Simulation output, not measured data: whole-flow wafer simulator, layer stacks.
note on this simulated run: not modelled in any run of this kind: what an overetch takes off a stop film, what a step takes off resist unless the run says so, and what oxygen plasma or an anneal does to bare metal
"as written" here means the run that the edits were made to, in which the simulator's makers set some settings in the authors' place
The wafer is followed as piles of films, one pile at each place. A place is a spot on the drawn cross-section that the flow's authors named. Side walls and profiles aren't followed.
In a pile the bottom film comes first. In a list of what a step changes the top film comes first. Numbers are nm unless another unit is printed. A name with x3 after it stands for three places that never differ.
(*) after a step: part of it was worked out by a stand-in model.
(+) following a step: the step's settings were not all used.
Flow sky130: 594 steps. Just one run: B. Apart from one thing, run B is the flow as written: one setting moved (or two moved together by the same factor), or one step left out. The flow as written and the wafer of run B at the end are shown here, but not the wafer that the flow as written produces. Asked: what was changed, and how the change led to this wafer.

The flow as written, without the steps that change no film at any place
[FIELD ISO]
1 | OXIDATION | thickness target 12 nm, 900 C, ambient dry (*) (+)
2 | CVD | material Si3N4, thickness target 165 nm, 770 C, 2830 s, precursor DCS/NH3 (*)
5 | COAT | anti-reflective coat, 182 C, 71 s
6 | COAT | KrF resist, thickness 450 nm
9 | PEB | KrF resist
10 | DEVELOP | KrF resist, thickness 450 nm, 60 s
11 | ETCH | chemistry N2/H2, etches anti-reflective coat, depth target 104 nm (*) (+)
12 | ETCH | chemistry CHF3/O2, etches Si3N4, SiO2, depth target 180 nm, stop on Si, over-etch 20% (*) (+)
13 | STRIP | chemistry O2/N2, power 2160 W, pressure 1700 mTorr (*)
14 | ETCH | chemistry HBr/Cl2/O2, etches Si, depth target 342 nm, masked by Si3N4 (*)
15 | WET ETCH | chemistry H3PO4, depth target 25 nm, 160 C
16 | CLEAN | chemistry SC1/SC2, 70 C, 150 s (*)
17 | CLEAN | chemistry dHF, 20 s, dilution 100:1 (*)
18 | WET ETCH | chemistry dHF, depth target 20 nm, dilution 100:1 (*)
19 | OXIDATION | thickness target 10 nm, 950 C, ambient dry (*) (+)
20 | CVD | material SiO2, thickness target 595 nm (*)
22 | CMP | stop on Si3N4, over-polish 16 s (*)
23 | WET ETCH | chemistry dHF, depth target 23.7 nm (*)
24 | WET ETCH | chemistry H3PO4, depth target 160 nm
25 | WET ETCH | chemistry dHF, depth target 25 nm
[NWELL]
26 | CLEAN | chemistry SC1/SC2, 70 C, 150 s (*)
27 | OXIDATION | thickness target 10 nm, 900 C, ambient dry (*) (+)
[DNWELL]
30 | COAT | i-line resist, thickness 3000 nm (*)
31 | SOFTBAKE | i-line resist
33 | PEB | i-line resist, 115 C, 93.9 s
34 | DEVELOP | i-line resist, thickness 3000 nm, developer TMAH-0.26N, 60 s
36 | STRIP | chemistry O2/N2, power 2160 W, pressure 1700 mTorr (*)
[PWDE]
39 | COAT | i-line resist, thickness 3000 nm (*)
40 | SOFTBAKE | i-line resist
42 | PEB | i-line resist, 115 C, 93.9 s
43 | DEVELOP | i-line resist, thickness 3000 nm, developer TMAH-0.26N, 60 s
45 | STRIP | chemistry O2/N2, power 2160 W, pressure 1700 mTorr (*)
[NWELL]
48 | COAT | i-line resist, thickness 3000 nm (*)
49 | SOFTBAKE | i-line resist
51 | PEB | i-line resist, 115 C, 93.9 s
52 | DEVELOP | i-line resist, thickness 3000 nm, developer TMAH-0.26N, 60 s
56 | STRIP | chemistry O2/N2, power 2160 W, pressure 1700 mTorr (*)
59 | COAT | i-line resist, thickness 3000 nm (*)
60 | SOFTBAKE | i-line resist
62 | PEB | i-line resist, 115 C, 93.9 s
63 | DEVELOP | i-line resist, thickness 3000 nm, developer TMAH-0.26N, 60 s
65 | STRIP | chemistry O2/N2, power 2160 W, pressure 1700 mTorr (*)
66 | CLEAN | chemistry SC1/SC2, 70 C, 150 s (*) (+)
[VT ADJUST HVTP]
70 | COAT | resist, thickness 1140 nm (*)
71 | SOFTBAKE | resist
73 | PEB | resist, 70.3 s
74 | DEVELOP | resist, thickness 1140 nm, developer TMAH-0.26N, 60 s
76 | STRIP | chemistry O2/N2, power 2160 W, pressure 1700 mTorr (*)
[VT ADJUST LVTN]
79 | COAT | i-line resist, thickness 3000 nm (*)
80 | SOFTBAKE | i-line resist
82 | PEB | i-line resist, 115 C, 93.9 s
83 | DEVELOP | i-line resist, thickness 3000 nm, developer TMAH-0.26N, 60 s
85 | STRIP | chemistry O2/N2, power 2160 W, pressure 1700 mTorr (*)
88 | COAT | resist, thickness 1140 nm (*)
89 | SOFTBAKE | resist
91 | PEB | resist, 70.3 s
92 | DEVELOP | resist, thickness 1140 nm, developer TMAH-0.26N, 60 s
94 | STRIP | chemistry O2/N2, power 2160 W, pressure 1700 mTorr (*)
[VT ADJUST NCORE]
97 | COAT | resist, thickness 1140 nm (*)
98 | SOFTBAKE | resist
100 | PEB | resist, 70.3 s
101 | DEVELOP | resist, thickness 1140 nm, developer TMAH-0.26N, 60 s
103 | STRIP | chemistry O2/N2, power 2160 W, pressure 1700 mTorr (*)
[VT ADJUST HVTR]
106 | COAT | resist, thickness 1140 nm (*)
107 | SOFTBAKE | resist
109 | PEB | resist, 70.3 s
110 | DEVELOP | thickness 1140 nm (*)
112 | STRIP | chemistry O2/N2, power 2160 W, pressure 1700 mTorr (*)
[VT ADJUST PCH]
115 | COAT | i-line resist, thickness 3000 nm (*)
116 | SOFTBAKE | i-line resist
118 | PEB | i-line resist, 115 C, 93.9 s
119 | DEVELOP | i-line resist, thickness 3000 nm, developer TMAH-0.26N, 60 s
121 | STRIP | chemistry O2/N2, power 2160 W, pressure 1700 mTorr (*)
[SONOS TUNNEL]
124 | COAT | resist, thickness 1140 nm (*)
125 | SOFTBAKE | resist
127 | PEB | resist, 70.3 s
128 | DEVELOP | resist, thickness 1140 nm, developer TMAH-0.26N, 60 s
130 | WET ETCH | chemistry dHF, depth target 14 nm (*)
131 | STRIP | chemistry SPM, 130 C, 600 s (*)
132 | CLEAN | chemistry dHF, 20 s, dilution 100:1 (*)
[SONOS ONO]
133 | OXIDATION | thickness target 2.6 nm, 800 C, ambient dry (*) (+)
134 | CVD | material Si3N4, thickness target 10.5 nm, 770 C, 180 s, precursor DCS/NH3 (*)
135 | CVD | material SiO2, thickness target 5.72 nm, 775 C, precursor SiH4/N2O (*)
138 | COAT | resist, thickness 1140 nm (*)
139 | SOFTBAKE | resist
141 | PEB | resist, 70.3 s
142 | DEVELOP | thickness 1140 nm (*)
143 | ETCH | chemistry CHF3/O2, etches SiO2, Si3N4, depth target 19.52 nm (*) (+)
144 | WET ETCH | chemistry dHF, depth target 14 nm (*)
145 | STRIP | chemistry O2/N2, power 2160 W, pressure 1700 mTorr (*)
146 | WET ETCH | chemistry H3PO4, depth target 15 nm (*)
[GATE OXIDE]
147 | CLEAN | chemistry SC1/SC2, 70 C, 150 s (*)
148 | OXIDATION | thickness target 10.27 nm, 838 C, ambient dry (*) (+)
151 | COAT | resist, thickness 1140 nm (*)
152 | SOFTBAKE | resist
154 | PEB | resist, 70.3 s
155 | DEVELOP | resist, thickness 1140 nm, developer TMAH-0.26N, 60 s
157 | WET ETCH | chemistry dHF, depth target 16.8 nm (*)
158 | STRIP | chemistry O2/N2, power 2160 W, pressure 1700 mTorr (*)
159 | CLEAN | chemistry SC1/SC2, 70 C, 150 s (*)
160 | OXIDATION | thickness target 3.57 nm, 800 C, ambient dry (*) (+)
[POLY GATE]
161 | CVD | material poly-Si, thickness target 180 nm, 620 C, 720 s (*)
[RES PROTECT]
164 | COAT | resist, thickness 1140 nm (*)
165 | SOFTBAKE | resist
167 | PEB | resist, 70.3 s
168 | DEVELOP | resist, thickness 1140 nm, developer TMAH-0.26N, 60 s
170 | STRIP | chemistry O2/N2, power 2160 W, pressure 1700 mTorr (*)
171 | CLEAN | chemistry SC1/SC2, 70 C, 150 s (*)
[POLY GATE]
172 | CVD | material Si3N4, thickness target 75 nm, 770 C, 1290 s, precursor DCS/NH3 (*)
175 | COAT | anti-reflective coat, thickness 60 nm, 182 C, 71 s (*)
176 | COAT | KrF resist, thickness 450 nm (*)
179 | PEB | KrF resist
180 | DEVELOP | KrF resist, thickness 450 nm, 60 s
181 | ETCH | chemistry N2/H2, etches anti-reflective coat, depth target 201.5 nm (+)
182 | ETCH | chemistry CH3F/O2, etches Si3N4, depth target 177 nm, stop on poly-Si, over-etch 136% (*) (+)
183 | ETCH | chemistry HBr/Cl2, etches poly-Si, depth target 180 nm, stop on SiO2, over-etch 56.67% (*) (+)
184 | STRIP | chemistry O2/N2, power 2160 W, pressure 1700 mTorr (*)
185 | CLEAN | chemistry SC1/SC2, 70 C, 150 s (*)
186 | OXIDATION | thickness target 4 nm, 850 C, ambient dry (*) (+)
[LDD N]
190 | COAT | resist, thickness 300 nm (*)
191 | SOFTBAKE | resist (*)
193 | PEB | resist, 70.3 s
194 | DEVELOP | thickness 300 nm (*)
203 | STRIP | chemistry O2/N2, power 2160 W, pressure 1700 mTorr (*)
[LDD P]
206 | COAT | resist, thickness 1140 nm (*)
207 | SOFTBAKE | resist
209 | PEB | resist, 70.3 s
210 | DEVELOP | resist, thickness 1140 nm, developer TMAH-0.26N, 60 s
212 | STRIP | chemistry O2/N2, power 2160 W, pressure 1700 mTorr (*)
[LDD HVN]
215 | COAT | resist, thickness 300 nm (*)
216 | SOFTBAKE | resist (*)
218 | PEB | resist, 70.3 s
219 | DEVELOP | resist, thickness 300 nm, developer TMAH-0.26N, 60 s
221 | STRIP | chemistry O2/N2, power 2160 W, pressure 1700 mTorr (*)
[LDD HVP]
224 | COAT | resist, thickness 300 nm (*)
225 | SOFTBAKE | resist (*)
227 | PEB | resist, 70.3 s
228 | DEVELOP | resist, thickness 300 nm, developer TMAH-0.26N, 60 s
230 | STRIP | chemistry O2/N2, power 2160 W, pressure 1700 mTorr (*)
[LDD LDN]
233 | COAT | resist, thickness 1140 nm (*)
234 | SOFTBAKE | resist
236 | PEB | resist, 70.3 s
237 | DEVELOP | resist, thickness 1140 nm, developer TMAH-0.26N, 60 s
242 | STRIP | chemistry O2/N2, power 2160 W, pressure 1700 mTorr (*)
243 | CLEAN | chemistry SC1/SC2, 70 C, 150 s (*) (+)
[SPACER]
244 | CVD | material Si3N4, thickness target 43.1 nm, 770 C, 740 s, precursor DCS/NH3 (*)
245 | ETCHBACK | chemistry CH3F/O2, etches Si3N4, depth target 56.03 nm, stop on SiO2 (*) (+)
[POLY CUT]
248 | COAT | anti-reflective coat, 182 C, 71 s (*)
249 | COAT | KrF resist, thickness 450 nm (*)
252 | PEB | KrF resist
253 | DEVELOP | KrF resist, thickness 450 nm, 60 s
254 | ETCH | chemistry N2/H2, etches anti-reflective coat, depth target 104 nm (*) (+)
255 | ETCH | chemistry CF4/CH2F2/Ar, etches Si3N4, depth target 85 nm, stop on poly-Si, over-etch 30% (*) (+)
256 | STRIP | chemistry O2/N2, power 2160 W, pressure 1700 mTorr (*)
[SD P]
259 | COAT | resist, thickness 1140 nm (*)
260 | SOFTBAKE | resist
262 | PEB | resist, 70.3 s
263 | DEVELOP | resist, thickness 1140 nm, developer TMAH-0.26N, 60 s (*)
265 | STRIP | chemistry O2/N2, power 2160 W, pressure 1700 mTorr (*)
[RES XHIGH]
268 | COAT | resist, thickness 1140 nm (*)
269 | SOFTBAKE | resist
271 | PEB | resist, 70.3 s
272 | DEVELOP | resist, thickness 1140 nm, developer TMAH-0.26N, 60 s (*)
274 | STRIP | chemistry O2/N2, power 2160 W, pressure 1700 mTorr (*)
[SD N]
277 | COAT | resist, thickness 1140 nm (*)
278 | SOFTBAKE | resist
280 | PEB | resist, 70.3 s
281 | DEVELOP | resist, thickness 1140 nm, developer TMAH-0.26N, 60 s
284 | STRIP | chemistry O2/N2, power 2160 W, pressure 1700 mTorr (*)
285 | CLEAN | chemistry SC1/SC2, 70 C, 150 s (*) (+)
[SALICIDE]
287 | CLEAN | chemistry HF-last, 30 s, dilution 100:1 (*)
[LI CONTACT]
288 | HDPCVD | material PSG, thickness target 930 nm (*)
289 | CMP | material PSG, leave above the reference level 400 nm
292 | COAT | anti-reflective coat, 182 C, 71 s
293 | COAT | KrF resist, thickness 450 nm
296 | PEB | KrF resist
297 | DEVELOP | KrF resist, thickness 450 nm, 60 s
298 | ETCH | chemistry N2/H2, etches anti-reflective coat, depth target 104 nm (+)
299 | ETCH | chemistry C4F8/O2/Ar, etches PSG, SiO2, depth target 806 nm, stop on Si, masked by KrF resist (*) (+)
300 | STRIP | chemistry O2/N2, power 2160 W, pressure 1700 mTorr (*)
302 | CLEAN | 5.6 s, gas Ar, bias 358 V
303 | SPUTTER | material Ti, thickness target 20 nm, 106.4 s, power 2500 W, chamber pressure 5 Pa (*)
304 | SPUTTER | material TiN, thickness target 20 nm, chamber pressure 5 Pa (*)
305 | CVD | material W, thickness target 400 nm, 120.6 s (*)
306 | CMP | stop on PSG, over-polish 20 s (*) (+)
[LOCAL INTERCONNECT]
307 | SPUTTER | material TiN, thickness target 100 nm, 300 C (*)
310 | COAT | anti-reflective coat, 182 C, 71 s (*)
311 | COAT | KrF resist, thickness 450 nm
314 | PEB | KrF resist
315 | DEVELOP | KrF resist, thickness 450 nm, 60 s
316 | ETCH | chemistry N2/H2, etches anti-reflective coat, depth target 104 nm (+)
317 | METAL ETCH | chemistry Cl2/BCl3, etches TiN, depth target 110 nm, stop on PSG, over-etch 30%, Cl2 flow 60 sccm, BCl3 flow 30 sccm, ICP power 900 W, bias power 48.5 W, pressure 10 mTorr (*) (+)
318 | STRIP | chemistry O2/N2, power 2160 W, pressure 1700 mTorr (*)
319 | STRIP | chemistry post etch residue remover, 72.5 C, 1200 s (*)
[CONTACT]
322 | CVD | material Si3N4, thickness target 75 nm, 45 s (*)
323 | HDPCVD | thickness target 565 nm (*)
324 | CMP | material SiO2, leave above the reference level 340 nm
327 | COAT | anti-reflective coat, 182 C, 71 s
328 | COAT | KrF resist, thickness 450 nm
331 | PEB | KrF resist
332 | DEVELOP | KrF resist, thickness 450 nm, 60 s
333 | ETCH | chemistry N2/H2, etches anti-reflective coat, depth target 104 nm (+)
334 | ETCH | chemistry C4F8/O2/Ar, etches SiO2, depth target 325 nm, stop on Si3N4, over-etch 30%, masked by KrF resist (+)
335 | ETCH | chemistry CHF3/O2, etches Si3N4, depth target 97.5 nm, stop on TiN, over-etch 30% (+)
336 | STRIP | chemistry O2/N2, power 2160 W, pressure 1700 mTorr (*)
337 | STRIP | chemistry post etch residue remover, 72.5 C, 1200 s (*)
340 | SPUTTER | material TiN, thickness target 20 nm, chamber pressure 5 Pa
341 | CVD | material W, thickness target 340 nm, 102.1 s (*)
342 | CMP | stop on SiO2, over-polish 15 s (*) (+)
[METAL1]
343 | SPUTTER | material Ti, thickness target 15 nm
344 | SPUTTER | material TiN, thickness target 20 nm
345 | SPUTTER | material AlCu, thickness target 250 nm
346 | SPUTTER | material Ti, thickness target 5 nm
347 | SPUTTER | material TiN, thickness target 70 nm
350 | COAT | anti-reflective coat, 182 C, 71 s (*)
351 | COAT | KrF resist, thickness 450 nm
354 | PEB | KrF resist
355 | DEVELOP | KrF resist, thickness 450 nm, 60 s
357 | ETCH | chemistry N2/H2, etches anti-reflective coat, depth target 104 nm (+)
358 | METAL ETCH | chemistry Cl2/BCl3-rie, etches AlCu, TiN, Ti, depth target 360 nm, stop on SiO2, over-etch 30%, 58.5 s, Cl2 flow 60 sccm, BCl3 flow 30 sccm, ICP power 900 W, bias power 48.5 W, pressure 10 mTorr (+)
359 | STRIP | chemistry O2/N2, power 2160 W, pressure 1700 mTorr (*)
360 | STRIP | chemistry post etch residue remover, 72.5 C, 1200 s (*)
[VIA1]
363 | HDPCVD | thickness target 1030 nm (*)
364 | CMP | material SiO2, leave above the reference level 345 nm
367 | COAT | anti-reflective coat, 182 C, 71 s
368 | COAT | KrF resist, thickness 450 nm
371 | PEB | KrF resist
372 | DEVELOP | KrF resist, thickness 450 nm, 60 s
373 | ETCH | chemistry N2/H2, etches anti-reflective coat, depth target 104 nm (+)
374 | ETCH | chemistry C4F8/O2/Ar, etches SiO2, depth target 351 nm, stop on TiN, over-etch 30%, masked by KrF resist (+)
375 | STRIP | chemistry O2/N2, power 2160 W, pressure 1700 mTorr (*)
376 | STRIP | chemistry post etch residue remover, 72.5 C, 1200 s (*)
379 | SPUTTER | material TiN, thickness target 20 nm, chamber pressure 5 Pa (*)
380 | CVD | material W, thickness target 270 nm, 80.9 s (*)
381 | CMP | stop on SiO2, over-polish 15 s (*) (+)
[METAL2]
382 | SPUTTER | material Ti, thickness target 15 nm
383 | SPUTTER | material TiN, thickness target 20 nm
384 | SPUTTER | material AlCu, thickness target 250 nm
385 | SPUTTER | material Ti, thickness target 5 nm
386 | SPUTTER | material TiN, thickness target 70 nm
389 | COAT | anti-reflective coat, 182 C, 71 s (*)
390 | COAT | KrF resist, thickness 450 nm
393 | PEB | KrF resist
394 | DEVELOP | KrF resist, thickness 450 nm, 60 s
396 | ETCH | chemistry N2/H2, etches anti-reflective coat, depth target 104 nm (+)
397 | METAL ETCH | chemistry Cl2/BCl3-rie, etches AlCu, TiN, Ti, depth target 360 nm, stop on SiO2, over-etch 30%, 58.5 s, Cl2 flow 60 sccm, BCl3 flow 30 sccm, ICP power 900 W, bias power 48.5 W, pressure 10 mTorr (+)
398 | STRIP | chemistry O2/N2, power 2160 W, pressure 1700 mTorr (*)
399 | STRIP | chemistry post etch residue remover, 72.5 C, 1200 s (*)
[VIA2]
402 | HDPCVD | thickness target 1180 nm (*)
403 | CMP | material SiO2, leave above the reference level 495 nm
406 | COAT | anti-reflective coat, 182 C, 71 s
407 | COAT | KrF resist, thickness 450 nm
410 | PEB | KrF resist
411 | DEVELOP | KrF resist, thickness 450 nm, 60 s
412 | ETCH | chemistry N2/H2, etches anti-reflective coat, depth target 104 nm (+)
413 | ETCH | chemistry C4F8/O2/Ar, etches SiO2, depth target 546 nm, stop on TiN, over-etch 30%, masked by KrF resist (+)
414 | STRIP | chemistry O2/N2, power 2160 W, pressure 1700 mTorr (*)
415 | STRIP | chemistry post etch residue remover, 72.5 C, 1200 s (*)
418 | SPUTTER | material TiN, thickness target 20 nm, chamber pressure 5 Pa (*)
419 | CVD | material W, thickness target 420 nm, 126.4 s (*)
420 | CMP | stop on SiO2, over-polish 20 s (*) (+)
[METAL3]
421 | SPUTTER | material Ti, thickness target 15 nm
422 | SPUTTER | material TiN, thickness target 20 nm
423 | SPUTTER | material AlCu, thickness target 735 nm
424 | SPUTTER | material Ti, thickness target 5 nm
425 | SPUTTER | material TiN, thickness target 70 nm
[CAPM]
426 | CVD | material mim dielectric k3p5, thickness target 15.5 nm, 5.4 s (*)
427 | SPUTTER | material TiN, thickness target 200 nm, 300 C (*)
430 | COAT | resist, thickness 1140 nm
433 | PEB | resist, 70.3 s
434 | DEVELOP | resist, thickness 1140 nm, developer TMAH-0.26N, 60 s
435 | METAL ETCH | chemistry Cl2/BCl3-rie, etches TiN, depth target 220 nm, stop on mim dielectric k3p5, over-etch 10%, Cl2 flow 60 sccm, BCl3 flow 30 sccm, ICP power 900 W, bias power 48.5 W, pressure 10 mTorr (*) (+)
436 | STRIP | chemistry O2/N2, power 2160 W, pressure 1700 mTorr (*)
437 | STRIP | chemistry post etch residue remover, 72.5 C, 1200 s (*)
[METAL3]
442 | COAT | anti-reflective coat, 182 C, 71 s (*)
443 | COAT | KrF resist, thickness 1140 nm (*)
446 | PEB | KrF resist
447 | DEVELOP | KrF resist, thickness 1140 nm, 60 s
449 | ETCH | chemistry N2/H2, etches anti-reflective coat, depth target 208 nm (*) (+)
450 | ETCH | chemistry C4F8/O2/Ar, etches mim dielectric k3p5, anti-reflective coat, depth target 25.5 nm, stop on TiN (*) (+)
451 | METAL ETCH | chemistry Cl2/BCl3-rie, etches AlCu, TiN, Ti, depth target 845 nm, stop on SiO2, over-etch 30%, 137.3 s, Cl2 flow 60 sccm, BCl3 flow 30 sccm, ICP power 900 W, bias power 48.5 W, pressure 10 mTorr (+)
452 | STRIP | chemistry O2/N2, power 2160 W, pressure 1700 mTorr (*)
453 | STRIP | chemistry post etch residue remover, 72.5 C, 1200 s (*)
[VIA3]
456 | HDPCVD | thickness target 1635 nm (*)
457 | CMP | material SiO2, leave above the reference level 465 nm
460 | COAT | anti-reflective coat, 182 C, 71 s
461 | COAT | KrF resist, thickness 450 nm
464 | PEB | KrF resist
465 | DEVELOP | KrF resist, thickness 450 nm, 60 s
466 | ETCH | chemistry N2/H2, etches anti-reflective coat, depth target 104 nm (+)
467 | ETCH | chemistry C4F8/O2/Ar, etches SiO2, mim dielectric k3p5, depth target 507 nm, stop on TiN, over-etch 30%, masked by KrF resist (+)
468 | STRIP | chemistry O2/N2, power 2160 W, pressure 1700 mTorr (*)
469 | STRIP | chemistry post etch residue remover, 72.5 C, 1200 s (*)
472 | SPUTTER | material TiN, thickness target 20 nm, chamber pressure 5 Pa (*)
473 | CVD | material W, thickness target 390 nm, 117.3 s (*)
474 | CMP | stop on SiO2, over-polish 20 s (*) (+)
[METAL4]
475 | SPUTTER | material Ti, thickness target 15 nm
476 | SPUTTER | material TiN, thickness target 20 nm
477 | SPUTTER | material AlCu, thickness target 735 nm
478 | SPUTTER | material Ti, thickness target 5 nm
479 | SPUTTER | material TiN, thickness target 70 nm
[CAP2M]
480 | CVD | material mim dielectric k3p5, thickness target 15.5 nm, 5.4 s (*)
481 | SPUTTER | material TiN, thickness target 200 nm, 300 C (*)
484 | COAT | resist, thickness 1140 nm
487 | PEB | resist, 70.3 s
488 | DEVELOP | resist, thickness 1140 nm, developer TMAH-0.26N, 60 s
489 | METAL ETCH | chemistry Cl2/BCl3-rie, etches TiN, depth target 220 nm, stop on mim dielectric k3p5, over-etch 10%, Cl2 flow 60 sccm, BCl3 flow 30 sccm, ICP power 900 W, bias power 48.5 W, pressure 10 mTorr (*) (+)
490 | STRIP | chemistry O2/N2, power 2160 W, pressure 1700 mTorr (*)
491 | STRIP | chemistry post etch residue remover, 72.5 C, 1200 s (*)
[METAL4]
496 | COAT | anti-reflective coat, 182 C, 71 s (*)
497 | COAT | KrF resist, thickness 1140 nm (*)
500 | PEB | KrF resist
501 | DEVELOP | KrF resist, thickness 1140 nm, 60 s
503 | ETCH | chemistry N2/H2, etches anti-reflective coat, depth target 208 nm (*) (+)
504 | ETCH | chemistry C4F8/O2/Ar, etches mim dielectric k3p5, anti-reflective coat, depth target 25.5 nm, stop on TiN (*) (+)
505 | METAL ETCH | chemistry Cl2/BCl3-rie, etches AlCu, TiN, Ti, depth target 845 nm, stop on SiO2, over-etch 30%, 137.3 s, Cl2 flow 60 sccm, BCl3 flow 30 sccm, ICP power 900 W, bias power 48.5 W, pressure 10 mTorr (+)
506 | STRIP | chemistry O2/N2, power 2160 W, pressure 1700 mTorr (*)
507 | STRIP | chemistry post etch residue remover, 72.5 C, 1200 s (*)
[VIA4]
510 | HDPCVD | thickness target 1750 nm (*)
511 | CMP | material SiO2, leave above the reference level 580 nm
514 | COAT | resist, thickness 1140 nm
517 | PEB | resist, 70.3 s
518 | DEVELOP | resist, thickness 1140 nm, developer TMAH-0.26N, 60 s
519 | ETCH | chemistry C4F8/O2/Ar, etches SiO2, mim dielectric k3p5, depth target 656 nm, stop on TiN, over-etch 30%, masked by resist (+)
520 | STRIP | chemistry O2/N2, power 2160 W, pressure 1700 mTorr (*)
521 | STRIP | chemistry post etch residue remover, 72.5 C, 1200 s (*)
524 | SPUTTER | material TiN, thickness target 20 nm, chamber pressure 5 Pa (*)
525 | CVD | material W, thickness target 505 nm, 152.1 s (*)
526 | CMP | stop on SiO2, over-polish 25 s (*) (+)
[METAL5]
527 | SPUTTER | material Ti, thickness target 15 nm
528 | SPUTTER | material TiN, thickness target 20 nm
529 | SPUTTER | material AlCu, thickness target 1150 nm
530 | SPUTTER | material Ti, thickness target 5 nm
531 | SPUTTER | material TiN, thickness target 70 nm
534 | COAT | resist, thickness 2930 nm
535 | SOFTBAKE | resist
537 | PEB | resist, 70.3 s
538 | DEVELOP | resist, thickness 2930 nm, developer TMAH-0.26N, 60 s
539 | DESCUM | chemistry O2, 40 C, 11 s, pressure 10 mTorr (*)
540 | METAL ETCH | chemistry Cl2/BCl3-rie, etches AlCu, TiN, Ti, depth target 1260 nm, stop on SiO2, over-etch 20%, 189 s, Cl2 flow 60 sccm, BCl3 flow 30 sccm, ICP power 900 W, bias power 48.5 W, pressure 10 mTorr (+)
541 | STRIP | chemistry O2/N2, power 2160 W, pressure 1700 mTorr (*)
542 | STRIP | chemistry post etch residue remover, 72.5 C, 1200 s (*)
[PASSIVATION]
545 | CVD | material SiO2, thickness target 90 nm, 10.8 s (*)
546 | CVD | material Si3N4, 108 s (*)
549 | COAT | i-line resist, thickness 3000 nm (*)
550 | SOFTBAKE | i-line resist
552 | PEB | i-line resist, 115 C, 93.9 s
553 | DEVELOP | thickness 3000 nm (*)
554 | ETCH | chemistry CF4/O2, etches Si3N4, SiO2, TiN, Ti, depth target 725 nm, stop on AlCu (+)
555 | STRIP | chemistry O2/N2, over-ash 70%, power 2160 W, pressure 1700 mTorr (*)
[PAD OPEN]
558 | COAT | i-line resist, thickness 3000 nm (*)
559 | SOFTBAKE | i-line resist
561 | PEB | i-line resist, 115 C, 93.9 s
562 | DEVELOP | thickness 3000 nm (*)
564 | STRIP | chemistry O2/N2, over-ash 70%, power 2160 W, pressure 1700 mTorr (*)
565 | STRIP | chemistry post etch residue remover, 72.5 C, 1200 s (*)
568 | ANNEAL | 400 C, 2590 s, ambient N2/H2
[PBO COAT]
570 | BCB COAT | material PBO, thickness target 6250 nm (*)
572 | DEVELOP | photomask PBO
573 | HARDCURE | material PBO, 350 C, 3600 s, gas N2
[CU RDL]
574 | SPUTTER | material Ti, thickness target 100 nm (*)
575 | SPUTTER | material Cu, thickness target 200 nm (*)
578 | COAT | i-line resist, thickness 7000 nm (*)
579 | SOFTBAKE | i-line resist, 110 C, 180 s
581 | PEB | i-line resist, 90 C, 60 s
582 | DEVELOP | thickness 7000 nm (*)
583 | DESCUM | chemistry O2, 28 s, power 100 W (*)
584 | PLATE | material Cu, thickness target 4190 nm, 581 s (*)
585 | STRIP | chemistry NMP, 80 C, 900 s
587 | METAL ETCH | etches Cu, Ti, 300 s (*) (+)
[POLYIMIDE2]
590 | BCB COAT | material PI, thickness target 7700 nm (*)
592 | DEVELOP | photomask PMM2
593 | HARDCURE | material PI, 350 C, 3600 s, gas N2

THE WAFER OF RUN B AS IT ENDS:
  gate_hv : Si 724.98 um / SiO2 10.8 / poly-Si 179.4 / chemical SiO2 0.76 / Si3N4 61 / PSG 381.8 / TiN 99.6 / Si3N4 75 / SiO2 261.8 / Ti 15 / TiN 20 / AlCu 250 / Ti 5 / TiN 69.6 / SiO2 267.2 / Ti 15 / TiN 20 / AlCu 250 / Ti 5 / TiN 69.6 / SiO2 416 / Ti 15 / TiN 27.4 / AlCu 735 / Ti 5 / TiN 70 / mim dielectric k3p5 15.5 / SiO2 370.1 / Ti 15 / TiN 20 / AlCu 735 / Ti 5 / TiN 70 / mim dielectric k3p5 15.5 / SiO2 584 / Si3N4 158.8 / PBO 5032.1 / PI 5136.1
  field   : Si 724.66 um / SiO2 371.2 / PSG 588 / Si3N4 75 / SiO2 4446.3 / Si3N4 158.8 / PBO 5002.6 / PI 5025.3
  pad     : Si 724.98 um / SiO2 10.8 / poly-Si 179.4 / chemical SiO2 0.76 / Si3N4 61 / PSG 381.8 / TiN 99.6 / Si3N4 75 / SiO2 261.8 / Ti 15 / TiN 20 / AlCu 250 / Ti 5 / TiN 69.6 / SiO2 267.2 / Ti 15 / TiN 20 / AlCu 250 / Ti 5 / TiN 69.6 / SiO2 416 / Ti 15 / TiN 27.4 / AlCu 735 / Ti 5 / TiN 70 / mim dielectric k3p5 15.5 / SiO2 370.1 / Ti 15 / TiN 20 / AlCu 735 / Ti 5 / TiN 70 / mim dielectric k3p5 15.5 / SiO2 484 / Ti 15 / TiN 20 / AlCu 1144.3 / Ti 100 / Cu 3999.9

What caused this: step 422, SPUTTER: thickness target 27.4 nm was run, though the flow has thickness target 20 nm.
The wafer itself shows it: gate_hv has TiN 27.4, and step 422 as written asks for 20 nm.

How this came from the change, step by step:
  422 | SPUTTER | material TiN, thickness target 20 nm
      field, active, n_well and 188 more: TiN gains 27.4 (new film) (in the flow as written it would be: TiN gains 20 (new film))
  451 | METAL ETCH | chemistry Cl2/BCl3-rie, etches AlCu, TiN, Ti, depth target 845 nm, stop on SiO2, over-etch 30%, 137.3 s, Cl2 flow 60 sccm, BCl3 flow 30 sccm, ICP power 900 W, bias power 48.5 W, pressure 10 mTorr (+)
      field, gate, spacer and 68 more: TiN loses 70 (all of it), Ti loses 5 (all of it), AlCu loses 735 (all of it), TiN loses 27.4 (all of it), Ti loses 15 (all of it), SiO2 loses 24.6 (in the flow as written it would be: TiN loses 70 (all of it), Ti loses 5 (all of it), AlCu loses 735 (all of it), TiN loses 20 (all of it), Ti loses 15 (all of it), SiO2 loses 25.4)
      active, vpp_ln, vpp_iso2 and 11 more: TiN loses 70 (all of it), Ti loses 5 (all of it), AlCu loses 735 (all of it), TiN loses 27.4 (all of it), Ti loses 15 (all of it), SiO2 loses 24.6 (in the flow as written it would be: TiN loses 70 (all of it), Ti loses 5 (all of it), AlCu loses 735 (all of it), TiN loses 20 (all of it), Ti loses 15 (all of it), SiO2 loses 25.3)
  550 | SOFTBAKE | i-line resist
      via1_hole: i-line resist loses 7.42 (in the flow as written it would be: i-line resist loses 8.29)
      via1_enc: i-line resist loses 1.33 (in the flow as written it would be: i-line resist loses 2.14)
  559 | SOFTBAKE | i-line resist
      via1_hole: i-line resist loses 7.42 (in the flow as written it would be: i-line resist loses 8.29)
      via1_enc: i-line resist loses 1.33 (in the flow as written it would be: i-line resist loses 2.14)
